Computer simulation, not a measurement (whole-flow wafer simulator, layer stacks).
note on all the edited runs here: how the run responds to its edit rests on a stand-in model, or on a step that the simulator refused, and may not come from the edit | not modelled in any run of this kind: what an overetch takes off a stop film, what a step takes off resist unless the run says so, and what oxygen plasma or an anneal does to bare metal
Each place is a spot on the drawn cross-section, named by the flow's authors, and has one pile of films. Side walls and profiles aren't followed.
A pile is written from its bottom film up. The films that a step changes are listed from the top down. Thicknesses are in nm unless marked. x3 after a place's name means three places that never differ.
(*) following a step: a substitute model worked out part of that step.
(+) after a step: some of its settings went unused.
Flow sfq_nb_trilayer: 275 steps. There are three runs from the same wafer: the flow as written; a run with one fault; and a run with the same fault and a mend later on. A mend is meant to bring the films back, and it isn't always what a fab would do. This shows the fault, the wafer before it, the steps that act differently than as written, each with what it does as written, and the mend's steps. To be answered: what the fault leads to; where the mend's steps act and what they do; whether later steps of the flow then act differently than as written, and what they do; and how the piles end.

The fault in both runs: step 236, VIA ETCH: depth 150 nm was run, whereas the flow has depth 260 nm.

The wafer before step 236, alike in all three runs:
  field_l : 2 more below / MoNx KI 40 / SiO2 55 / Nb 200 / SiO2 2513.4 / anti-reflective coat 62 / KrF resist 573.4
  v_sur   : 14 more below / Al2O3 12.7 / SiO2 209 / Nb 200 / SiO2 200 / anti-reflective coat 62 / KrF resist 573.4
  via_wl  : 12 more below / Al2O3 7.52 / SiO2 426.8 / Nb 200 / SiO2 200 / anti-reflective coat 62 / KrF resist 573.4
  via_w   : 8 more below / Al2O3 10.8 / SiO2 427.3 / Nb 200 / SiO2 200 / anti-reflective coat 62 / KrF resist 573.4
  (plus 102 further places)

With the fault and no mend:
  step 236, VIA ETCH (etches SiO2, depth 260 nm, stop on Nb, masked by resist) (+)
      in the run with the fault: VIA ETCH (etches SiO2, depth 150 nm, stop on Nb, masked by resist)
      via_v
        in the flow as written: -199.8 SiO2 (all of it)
        in the run with the fault: -150 SiO2
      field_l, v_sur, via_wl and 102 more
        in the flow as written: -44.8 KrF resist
        in the run with the fault: -25.9 KrF resist
  Steps further on in the flow that do not act as written (3 other steps are not shown; they differ only slightly, by no more than 2% or 0.5 nm, whichever is larger):
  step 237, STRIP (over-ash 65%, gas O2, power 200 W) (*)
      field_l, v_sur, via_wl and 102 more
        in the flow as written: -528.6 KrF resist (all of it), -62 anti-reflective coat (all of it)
        in the run with the fault: -547.6 KrF resist (all of it), -62 anti-reflective coat (all of it)
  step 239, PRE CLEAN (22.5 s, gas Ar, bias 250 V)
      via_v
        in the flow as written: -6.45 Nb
        in the run with the fault: -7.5 SiO2
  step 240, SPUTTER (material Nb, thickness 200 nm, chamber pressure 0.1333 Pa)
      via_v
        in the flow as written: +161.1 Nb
        in the run with the fault: +172.9 Nb (new film)
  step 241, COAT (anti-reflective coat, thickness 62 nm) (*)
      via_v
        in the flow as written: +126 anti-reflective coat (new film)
        in the run with the fault: +113.8 anti-reflective coat (new film)
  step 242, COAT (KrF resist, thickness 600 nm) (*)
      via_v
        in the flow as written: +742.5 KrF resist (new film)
        in the run with the fault: +702 KrF resist (new film)
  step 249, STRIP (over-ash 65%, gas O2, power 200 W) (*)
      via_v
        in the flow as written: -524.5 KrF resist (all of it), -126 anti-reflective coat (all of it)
        in the run with the fault: -484.2 KrF resist (all of it), -113.8 anti-reflective coat (all of it)
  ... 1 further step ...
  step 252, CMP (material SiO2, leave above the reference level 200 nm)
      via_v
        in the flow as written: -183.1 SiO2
        in the run with the fault: -157.1 SiO2
  The piles end different from the flow's at via_v by more than 2% or 0.5 nm, whichever is larger.
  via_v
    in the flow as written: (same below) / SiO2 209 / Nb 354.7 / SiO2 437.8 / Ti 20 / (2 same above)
    in the run with the fault: (same below) / SiO2 209 / Nb 200 / SiO2 42.3 / Nb 172.9 / SiO2 377.2 / Ti 20 / (2 same above)

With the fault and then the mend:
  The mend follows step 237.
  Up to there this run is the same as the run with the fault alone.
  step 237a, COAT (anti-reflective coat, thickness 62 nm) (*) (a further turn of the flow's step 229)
      p4_fl x3, p4_w1 x9, p4_g1 x2 and 63 more
        +62 anti-reflective coat (new film)
      r_sur, res, r_end and 9 more
        +61.8 anti-reflective coat (new film)
      field_l, jj_sur, ce_l, c5j
        +61.6 anti-reflective coat (new film)
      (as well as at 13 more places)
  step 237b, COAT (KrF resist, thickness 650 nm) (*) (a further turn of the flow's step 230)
      p4_fl x3, p4_w1 x9, p4_g1 x2 and 63 more
        +650 KrF resist (new film)
      r_end, moat, field_r, lsp_l, l0v
        +649.6 KrF resist (new film)
      ln_m5, lsp_m, ln_m6, lsp_r, l0_sur
        +649.7 KrF resist (new film)
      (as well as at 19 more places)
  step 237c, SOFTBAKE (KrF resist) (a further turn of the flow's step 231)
      leaves every film unchanged at each place that is followed
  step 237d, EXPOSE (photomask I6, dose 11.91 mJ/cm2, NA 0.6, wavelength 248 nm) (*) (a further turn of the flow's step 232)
      leaves every film unchanged at each place that is followed
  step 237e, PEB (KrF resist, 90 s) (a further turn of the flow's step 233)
      c5j, ce_r, sp_r and 90 more
        -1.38 KrF resist
      field_l, v_sur, via_wl and 8 more
        -1.37 KrF resist
      via_wr
        -1.36 KrF resist
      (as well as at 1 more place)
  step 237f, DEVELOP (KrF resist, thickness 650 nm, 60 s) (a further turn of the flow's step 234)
      field_l, v_sur, via_wl and 102 more
        -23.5 KrF resist
      via_v
        -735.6 KrF resist (all of it)
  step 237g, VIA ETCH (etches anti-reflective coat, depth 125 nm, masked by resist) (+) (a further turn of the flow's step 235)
      field_l, v_sur, via_wl and 102 more
        -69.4 KrF resist
      via_v
        -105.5 anti-reflective coat (all of it), -0.1 SiO2
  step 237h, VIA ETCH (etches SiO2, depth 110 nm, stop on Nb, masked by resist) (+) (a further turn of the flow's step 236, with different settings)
      field_l, v_sur, via_wl and 102 more
        -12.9 KrF resist
      via_v
        -49.7 SiO2 (all of it)
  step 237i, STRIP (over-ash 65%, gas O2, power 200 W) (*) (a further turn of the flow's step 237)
      p4_fl x3, p4_w1 x9, p4_g1 x2 and 63 more
        -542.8 KrF resist (all of it), -62 anti-reflective coat (all of it)
      r_end, moat, field_r, lsp_l, ln_m5, l0v
        -542.4 KrF resist (all of it), -61.8 anti-reflective coat (all of it)
      lsp_m, ln_m6, lsp_r, l0_sur
        -542.5 KrF resist (all of it), -61.8 anti-reflective coat (all of it)
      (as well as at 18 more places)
  None of the later steps of the flow acts differently than as written at any place that is followed.
  By the end, the piles equal the flow's at every place that both follow.
